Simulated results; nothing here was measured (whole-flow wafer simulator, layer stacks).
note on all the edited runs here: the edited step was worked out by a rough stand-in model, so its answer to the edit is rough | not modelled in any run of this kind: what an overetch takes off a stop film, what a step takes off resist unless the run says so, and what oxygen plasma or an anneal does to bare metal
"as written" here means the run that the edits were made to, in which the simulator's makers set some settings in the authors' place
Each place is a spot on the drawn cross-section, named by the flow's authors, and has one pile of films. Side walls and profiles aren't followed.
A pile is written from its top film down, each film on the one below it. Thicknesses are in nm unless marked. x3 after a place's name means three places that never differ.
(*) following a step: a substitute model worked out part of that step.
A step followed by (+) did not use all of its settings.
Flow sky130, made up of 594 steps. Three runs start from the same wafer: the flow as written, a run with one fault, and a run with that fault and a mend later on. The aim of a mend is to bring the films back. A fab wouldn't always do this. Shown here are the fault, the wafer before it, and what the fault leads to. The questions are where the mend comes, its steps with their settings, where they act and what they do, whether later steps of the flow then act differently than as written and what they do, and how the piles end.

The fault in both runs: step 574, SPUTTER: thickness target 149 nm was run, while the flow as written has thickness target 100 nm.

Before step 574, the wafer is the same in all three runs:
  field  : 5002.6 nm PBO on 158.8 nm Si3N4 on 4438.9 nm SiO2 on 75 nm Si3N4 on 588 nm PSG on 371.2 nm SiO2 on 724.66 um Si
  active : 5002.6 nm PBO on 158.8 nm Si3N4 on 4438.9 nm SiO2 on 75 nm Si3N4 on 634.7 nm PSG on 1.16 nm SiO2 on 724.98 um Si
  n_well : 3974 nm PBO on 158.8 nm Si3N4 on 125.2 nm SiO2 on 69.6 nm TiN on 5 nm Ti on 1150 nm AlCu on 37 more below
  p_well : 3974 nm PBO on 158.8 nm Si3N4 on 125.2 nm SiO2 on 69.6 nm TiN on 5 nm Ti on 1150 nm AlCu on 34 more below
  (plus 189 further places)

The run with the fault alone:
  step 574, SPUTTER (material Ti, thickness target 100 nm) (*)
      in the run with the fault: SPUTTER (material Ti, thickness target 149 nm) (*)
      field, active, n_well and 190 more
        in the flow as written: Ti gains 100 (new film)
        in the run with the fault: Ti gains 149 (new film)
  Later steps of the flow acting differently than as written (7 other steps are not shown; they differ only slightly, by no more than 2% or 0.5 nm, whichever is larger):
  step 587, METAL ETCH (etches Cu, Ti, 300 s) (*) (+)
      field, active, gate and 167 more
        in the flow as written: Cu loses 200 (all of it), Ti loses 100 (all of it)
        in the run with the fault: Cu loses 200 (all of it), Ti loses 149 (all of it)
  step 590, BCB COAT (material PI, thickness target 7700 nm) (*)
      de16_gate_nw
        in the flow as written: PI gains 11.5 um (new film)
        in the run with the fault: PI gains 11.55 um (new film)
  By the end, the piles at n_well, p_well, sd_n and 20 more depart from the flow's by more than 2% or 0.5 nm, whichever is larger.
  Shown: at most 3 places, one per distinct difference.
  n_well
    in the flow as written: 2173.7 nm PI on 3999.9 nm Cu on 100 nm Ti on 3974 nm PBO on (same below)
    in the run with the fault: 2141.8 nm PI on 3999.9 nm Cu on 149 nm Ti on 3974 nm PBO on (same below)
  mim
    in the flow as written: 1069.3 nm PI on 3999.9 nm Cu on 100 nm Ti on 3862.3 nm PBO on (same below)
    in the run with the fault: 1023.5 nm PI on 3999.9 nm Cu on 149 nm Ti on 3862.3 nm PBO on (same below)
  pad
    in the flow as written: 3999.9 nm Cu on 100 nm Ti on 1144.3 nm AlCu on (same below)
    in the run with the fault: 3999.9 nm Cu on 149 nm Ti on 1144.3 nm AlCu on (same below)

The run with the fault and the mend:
  After step 574 comes the mend.
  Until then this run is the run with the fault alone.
  step 574a, ETCH (chemistry CF4/O2, etches Si3N4, SiO2, TiN, Ti, depth target 49 nm) (the flow's step 554 again, with other settings)
      field, active, n_well and 190 more
        Ti loses 49
  Later steps of the flow that are run all act as written at every place that is followed, up to a difference of at most 2% or 0.5 nm, whichever is larger.
  The piles end the same as the flow's at every place that both follow.
